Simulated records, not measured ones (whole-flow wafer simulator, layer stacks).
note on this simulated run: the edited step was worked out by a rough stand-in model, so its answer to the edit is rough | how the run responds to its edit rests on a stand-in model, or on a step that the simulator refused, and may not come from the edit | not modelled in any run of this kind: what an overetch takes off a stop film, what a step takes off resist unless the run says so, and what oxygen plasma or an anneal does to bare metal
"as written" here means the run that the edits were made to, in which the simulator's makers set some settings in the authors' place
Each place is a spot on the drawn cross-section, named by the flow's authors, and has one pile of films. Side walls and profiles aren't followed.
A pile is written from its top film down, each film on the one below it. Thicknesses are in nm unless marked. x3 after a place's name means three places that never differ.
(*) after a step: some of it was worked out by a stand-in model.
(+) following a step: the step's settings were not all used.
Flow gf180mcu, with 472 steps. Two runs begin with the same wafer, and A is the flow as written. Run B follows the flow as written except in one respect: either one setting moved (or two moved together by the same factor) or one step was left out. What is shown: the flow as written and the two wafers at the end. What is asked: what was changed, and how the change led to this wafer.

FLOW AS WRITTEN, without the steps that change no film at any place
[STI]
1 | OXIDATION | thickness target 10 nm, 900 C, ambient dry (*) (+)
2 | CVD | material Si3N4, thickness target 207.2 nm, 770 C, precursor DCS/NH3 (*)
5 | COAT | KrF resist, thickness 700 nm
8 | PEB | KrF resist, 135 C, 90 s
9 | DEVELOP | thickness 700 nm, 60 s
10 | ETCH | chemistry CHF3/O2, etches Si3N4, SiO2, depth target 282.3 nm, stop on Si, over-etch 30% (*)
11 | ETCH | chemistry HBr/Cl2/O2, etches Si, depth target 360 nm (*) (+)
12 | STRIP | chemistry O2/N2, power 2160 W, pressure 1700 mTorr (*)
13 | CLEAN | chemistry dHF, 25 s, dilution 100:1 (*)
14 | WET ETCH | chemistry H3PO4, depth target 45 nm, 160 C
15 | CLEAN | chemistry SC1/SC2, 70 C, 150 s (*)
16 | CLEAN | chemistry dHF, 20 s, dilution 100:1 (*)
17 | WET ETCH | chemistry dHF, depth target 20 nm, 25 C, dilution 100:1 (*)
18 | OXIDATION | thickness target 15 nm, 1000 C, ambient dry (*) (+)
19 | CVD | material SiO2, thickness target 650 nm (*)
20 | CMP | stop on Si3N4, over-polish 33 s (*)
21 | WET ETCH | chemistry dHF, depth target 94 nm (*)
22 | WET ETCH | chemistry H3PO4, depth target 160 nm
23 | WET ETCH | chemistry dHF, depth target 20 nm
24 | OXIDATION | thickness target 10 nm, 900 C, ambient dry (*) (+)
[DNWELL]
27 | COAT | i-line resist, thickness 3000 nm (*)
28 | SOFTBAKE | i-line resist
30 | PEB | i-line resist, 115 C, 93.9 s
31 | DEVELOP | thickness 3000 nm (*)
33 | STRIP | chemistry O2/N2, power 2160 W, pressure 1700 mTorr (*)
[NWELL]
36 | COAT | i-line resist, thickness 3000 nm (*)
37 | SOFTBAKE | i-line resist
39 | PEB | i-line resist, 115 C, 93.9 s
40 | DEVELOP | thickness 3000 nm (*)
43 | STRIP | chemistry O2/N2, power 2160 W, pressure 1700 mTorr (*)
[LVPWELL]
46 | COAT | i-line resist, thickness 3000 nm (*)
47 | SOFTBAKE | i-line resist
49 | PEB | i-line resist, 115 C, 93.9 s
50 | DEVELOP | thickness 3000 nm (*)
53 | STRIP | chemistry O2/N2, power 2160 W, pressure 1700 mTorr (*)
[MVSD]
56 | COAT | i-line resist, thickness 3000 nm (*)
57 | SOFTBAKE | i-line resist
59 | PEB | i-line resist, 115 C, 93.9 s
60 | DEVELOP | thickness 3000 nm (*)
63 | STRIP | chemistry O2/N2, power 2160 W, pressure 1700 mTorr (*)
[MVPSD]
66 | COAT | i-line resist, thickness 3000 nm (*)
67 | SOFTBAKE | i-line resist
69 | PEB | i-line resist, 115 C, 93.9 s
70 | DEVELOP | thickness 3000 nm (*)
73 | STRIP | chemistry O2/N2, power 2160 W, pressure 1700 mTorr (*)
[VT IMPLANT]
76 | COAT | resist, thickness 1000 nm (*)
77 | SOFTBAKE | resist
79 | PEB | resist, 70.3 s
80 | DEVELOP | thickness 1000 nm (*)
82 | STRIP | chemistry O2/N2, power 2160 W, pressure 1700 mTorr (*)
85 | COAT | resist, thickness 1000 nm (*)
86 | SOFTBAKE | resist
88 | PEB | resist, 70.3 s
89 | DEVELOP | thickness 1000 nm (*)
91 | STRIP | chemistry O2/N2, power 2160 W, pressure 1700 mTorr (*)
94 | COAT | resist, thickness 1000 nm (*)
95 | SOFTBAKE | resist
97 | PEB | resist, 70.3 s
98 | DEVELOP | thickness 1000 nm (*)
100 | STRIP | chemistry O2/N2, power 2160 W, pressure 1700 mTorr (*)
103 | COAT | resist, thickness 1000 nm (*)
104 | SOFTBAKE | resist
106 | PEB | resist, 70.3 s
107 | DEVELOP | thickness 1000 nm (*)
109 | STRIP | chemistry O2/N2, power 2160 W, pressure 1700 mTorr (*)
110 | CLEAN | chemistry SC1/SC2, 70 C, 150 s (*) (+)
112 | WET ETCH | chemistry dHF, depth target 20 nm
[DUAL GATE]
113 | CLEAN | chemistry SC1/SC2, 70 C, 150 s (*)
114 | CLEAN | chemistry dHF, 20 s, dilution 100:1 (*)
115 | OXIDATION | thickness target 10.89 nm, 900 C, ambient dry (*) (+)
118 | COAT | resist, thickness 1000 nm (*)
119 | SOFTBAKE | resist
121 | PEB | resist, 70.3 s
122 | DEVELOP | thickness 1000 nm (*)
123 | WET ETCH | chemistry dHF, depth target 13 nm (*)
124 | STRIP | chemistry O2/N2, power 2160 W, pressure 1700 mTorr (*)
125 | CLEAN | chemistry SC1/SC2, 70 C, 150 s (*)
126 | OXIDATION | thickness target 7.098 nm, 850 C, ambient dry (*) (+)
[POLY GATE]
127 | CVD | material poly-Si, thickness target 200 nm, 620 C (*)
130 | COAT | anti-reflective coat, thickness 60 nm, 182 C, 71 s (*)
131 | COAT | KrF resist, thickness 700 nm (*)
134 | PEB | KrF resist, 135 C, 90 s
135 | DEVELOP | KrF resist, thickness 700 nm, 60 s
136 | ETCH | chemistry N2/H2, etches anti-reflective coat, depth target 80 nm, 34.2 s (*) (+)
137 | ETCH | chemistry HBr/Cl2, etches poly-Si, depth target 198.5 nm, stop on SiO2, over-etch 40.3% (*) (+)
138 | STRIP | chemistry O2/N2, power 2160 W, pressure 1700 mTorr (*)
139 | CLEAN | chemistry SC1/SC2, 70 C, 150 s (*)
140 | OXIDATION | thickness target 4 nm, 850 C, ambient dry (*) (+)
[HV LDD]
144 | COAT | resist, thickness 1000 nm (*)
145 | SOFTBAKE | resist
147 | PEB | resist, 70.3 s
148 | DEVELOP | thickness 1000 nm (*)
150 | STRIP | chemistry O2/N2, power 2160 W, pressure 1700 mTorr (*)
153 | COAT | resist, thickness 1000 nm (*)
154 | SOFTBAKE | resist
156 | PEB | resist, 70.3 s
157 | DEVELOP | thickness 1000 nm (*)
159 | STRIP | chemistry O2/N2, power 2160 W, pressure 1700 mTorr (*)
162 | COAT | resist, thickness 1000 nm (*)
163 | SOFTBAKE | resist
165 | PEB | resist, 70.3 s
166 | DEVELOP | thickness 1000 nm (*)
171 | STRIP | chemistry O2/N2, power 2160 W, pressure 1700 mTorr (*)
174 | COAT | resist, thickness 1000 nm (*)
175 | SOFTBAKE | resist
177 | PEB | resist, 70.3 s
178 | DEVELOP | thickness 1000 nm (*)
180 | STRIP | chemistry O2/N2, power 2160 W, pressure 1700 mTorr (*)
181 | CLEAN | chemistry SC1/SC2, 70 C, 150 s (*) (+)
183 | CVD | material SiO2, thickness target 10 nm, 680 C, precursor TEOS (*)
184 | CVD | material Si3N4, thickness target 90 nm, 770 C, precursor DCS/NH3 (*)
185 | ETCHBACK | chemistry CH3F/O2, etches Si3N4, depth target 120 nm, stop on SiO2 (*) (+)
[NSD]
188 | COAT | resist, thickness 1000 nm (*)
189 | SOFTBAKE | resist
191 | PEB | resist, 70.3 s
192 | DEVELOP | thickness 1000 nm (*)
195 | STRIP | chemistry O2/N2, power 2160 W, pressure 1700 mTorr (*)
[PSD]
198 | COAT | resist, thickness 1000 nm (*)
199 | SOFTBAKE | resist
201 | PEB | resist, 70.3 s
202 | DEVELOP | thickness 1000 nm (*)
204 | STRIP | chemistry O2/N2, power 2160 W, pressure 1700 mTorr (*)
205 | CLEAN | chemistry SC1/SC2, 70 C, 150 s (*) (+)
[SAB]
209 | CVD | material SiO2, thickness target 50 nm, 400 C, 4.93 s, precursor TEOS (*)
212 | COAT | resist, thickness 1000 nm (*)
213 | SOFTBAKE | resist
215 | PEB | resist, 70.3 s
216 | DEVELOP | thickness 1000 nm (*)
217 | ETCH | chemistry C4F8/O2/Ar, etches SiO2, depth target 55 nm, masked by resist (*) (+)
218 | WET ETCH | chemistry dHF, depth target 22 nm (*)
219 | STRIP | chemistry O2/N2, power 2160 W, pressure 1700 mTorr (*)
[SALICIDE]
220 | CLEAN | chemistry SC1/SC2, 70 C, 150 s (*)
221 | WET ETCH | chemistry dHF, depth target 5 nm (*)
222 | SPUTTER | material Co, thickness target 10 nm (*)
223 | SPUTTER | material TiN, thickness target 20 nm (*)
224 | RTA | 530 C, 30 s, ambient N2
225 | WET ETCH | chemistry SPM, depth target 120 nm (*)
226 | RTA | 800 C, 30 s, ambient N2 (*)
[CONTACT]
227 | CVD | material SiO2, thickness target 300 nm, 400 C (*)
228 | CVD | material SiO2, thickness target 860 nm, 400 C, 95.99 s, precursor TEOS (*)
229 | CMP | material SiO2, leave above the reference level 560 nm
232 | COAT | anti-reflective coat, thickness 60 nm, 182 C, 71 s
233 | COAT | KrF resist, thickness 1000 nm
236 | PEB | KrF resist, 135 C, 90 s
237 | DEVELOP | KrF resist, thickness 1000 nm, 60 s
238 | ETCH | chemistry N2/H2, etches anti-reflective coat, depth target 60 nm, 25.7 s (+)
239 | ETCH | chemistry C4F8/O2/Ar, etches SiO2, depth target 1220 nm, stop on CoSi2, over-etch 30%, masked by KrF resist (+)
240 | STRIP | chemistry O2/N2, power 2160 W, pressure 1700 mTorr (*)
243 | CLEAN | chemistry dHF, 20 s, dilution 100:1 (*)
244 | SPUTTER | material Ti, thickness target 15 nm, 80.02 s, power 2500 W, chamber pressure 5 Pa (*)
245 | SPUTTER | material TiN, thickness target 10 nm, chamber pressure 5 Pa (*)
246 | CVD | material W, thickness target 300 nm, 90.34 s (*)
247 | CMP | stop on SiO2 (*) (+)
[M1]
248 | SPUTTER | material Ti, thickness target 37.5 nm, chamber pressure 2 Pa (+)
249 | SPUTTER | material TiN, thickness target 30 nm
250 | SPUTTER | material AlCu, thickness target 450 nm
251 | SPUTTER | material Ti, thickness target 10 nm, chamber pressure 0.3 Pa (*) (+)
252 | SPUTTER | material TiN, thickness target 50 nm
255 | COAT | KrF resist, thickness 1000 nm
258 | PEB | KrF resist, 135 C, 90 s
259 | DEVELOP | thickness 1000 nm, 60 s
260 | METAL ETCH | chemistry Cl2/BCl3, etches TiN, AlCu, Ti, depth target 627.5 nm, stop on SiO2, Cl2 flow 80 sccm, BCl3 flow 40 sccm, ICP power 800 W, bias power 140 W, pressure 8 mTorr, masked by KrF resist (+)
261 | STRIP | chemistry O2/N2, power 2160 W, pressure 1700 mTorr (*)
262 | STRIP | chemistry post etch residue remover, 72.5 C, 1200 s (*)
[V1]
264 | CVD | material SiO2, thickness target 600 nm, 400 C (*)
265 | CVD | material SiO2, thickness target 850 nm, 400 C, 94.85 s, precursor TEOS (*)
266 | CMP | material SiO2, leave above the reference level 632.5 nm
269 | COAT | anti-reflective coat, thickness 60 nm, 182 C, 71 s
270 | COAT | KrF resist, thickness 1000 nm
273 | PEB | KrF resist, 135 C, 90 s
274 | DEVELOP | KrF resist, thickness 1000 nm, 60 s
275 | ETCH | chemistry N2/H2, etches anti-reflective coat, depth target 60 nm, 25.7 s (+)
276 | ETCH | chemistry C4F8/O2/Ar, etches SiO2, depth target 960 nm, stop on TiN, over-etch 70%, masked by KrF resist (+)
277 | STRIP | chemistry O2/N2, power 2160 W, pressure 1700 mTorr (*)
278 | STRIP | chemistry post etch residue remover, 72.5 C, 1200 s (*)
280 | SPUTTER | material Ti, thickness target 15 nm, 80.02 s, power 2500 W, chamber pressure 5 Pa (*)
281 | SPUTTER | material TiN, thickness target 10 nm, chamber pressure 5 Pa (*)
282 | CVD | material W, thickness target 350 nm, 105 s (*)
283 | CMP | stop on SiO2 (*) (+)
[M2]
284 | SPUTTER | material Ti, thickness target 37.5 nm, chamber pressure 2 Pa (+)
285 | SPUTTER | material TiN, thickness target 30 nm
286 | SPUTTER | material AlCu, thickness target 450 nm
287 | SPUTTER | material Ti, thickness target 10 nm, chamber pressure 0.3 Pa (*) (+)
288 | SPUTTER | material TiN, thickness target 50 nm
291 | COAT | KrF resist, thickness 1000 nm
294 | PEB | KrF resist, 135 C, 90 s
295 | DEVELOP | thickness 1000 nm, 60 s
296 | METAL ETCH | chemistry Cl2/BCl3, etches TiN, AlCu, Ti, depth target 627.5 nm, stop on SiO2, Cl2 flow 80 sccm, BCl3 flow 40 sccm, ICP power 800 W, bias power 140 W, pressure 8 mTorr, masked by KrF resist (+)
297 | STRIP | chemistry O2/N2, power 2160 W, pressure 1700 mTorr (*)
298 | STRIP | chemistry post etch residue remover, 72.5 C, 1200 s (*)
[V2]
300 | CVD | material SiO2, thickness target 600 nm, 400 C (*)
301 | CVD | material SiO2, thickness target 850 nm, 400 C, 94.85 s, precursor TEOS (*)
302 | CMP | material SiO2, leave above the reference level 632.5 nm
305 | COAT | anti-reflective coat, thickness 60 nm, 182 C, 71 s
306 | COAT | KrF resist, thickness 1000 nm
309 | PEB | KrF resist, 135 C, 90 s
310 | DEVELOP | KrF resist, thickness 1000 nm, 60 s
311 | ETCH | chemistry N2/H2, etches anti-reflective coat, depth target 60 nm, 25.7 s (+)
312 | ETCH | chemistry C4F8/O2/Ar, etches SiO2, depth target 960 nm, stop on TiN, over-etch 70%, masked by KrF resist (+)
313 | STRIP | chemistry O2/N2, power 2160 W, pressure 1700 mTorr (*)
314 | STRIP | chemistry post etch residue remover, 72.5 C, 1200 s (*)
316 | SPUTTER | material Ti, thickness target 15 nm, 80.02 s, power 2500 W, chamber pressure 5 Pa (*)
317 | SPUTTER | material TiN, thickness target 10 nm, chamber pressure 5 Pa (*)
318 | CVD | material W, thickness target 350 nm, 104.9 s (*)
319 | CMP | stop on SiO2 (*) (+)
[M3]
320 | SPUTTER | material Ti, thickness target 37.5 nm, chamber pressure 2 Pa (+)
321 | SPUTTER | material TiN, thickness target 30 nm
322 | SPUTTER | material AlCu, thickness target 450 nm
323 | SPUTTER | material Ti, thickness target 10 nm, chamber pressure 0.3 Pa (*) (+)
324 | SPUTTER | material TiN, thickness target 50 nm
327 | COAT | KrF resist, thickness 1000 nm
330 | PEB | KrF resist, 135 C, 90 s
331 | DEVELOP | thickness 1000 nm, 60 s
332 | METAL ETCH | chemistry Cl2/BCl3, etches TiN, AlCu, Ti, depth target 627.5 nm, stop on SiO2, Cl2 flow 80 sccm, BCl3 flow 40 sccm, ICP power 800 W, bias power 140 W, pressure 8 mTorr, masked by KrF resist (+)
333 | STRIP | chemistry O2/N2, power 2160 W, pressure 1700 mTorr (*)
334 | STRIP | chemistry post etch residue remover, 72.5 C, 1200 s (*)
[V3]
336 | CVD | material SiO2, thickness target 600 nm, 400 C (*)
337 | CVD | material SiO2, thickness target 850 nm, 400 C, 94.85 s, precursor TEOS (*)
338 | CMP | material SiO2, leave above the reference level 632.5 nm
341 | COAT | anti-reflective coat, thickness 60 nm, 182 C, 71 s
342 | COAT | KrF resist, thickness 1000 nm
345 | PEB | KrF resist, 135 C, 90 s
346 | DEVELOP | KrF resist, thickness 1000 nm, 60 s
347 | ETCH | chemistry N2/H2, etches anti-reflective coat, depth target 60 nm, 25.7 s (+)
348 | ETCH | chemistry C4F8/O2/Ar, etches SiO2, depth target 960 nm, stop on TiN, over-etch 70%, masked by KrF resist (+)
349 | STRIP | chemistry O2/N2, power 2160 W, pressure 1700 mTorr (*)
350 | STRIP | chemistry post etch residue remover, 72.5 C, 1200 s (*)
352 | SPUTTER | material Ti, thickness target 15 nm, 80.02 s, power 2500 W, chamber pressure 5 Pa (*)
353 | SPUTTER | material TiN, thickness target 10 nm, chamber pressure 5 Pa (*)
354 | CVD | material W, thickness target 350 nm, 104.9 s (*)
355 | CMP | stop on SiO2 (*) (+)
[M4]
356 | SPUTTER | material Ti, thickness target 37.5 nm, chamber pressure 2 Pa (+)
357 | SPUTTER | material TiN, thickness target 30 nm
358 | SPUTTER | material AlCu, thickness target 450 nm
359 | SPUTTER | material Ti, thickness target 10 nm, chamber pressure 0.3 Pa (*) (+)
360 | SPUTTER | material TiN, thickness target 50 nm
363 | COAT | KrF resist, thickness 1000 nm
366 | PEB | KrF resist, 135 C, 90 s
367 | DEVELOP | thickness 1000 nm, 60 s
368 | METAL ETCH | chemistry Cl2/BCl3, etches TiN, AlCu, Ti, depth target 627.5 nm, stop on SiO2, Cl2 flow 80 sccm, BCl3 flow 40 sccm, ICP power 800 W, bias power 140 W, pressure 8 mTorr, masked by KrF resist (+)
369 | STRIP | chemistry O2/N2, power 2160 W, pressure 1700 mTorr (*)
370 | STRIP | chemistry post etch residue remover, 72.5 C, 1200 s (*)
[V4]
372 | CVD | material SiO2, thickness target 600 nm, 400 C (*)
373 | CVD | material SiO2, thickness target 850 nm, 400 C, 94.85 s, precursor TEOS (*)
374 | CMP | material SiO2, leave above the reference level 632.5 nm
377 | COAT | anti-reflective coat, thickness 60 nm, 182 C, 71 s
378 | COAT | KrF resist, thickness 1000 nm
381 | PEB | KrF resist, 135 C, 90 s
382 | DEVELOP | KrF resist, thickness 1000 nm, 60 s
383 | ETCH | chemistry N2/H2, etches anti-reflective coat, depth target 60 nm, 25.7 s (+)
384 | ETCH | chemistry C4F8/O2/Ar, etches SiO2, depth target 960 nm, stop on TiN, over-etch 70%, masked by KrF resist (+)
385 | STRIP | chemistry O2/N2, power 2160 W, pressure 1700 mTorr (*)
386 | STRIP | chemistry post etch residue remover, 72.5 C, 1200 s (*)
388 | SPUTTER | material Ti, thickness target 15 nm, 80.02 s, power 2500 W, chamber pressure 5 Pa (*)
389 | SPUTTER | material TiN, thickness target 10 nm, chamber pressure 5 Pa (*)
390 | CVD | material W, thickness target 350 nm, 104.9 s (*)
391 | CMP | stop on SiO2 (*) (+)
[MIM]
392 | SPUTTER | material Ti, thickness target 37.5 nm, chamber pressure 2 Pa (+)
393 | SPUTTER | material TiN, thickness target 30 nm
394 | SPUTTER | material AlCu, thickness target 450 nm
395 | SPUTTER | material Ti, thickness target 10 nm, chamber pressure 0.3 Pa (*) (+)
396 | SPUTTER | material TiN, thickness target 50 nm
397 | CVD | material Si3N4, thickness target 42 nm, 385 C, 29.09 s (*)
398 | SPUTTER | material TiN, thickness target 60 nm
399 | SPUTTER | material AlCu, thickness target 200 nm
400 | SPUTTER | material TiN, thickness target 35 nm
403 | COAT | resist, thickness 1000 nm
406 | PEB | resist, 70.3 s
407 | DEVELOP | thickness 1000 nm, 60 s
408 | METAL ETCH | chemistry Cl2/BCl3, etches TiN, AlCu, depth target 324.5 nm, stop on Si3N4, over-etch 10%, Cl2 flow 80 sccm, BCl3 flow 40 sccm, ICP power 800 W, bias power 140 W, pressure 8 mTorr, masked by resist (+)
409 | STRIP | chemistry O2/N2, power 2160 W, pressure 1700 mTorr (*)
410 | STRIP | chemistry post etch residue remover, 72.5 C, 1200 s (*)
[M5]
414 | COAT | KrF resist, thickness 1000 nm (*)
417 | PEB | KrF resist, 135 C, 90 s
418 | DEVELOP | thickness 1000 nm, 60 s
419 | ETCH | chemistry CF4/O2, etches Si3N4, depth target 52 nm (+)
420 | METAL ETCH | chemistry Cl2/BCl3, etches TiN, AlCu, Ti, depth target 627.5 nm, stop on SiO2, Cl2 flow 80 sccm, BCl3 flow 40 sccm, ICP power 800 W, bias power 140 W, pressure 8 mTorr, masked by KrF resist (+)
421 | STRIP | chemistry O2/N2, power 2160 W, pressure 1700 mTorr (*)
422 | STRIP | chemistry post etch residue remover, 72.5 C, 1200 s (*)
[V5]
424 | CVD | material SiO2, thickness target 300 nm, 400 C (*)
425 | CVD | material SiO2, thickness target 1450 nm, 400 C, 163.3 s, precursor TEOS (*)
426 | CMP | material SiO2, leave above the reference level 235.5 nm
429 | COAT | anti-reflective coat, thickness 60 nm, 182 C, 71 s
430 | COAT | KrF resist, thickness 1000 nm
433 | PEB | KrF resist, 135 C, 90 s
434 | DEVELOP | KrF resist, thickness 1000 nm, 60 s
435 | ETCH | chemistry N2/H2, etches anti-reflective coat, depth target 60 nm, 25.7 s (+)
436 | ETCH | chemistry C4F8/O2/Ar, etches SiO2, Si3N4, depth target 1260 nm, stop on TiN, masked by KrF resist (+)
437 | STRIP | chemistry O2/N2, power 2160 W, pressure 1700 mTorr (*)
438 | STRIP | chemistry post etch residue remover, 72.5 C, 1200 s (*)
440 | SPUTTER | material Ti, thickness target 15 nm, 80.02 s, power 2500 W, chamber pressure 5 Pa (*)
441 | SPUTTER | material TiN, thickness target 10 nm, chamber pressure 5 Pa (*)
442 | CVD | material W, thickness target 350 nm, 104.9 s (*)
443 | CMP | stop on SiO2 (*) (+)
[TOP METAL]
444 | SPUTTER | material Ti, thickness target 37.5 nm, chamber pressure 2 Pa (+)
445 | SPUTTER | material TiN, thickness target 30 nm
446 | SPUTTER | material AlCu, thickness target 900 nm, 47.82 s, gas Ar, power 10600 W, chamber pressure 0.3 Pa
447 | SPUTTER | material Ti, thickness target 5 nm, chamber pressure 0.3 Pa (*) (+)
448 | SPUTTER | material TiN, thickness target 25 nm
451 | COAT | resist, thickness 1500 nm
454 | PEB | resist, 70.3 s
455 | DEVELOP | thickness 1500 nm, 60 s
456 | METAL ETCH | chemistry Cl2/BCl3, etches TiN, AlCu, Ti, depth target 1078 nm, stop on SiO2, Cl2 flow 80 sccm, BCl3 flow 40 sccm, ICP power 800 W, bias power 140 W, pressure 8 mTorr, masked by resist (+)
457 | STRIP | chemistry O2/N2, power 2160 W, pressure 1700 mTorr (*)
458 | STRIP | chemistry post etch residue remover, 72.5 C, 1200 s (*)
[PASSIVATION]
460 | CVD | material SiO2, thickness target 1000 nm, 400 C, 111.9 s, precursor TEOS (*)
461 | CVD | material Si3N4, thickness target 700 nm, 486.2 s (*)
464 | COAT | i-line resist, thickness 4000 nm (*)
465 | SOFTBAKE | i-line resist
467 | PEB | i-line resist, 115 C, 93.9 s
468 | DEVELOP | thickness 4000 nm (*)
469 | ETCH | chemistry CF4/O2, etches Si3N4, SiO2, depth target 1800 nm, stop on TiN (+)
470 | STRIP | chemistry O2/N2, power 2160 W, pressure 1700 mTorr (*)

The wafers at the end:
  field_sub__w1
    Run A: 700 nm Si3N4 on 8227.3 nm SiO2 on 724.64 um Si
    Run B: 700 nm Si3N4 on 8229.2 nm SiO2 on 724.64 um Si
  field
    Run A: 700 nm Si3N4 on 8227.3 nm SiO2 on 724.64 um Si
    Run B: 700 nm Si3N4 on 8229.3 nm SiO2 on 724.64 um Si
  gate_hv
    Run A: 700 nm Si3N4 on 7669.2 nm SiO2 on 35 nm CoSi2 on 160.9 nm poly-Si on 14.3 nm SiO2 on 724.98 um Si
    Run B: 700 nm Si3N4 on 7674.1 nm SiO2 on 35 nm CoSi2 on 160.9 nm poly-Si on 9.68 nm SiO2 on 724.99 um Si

Cause: step 115, OXIDATION: thickness target 5.552 nm was run, though the flow has thickness target 10.89 nm.

How this came from the change, step by step:
  115 | OXIDATION | thickness target 10.89 nm, 900 C, ambient dry (*) (+)
      active, n_well, p_well and 40 more: A SiO2 gains 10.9 (new film), Si loses 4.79 | B SiO2 gains 5.55 (new film), Si loses 2.44
      sti, mim_1p0, pad and 19 more: A SiO2 gains 1.22, Si loses 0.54 | B SiO2 gains 0.38, Si loses 0.17
      (and at 27 other places as well)
  123 | WET ETCH | chemistry dHF, depth target 13 nm (*)
      active, n_well, p_well and 12 more: A SiO2 loses 10.9 (all of it) | B SiO2 loses 5.55 (all of it)
  126 | OXIDATION | thickness target 7.098 nm, 850 C, ambient dry (*) (+)
      gate_hv, active_hv, active_nat and 25 more: A SiO2 gains 3.72, Si loses 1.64 | B SiO2 gains 4.47, Si loses 1.97
  130 | COAT | anti-reflective coat, thickness 60 nm, 182 C, 71 s (*)
      p_well, spacer, sd_n: A anti-reflective coat gains 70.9 (new film) | B anti-reflective coat gains 68.1 (new film)
      ldn_fp, ldp_fp: A anti-reflective coat gains 48.5 (new film) | B anti-reflective coat gains 47.5 (new film)
      (and at 16 other places as well)
  136 | ETCH | chemistry N2/H2, etches anti-reflective coat, depth target 80 nm, 34.2 s (*) (+)
      p_well, spacer, sd_n: A anti-reflective coat loses 70.9 (all of it), poly-Si loses 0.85 | B anti-reflective coat loses 68.1 (all of it), poly-Si loses 0.92
      active: A anti-reflective coat loses 65.7 (all of it), poly-Si loses 0.98 | B anti-reflective coat loses 64.1 (all of it), poly-Si loses 1.02
      (and at 12 other places as well)
  138 | STRIP | chemistry O2/N2, power 2160 W, pressure 1700 mTorr (*)
      gate: A chemical SiO2 gains 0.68 (new film), KrF resist loses 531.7 (all of it), anti-reflective coat loses 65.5 (all of it), poly-Si loses 0.3 | B chemical SiO2 gains 0.68 (new film), KrF resist loses 530.6 (all of it), anti-reflective coat loses 63.8 (all of it), poly-Si loses 0.3
      gate_p: A chemical SiO2 gains 0.68 (new film), KrF resist loses 530.6 (all of it), anti-reflective coat loses 65.9 (all of it), poly-Si loses 0.3 | B chemical SiO2 gains 0.68 (new film), KrF resist loses 529.6 (all of it), anti-reflective coat loses 64.5 (all of it), poly-Si loses 0.3
      (and at 3 other places as well)
  145 | SOFTBAKE | resist
      active_nat: A resist gains 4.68 | B resist gains 8.9
  154 | SOFTBAKE | resist
      active_nat: A resist gains 4.68 | B resist gains 8.9
  163 | SOFTBAKE | resist
      active_nat: A resist gains 4.68 | B resist gains 8.9
  175 | SOFTBAKE | resist
      active_nat: A resist gains 4.68 | B resist gains 8.9
  189 | SOFTBAKE | resist
      active_hv: A resist gains 2.68 | B resist loses 0.37
  199 | SOFTBAKE | resist
      active_hv: A resist gains 2.68 | B resist loses 0.37
  218 | WET ETCH | chemistry dHF, depth target 22 nm (*)
      ldn_tap, ldn_src, ldn_drn, ldp_tap, ldp_src, ldp_drn, ldp_gr: A SiO2 loses 16 (all of it) | B SiO2 loses 11.5 (all of it)
      ld_drn_n, ld_sd_p: A SiO2 loses 14.8 (all of it) | B SiO2 loses 10.3 (all of it)
      (and at 5 other places as well)
  223 | SPUTTER | material TiN, thickness target 20 nm (*)
      field__w12: A TiN gains 12 (new film) | B TiN gains 12.6 (new film)
  225 | WET ETCH | chemistry SPM, depth target 120 nm (*)
      field__w12: A TiN loses 12 (all of it), Co loses 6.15 (all of it) | B TiN loses 12.6 (all of it), Co loses 6.15 (all of it)
